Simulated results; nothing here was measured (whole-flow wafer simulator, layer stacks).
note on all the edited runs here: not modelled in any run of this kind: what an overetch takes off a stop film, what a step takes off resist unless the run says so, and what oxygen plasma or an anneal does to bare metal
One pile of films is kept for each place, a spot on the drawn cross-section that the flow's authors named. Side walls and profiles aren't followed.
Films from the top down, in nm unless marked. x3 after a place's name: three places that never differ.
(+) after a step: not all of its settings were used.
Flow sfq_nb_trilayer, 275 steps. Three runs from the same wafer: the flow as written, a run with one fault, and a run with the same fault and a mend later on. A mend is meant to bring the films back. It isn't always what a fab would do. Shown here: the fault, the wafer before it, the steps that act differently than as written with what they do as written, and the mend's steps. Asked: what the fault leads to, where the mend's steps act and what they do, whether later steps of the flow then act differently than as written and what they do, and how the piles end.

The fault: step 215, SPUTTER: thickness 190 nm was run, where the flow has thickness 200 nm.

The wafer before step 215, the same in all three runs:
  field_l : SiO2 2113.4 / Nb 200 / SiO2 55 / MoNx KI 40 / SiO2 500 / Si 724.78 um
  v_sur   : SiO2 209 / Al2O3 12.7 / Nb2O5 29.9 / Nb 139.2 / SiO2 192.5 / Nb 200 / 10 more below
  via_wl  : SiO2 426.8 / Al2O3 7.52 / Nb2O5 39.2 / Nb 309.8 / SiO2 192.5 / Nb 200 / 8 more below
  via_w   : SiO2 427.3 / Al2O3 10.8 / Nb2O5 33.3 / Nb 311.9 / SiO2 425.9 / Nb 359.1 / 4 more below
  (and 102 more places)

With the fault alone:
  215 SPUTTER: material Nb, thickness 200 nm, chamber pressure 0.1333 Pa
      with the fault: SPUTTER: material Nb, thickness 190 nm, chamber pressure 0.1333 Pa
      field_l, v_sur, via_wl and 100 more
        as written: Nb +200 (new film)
        with the fault: Nb +190 (new film)
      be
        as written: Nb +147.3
        with the fault: Nb +140.1
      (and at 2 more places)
  Later steps of the flow that act differently than as written (7 more steps differ only slightly, by at most 2% or 0.5 nm, whichever is larger, and aren't shown):
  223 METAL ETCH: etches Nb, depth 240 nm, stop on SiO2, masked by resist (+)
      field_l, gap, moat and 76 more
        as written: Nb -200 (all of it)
        with the fault: Nb -190 (all of it)
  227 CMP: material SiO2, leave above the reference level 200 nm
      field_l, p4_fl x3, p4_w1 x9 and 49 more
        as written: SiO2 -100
        with the fault: SiO2 -110
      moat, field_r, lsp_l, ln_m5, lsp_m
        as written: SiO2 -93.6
        with the fault: SiO2 -103.9
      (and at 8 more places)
  At the end the piles differ from the flow's by more than 2% or 0.5 nm, whichever is larger, at v_sur, via_wl, via_w and 24 more.
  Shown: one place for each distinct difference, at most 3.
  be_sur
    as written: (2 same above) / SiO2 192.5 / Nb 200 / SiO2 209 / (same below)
    with the fault: (2 same above) / SiO2 192.5 / Nb 190 / SiO2 209 / (same below)
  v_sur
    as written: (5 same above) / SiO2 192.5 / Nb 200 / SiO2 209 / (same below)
    with the fault: (5 same above) / SiO2 192.5 / Nb 190 / SiO2 209 / (same below)
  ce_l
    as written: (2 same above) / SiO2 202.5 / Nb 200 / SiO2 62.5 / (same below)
    with the fault: (2 same above) / SiO2 202.5 / Nb 190 / SiO2 62.5 / (same below)

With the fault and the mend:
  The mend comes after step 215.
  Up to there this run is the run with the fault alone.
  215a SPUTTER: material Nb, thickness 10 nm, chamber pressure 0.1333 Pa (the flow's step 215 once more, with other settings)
      field_l, v_sur, via_wl and 98 more
        Nb +10
      ce_l, ce_r
        Nb +9.65
      be
        Nb +6.22
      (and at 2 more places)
  No later step of the flow acts differently than as written, at any place that is followed, by more than 2% or 0.5 nm, whichever is larger.
  At the end the piles differ from the flow's only slightly at the places that both follow, by at most 2% or 0.5 nm, whichever is larger.
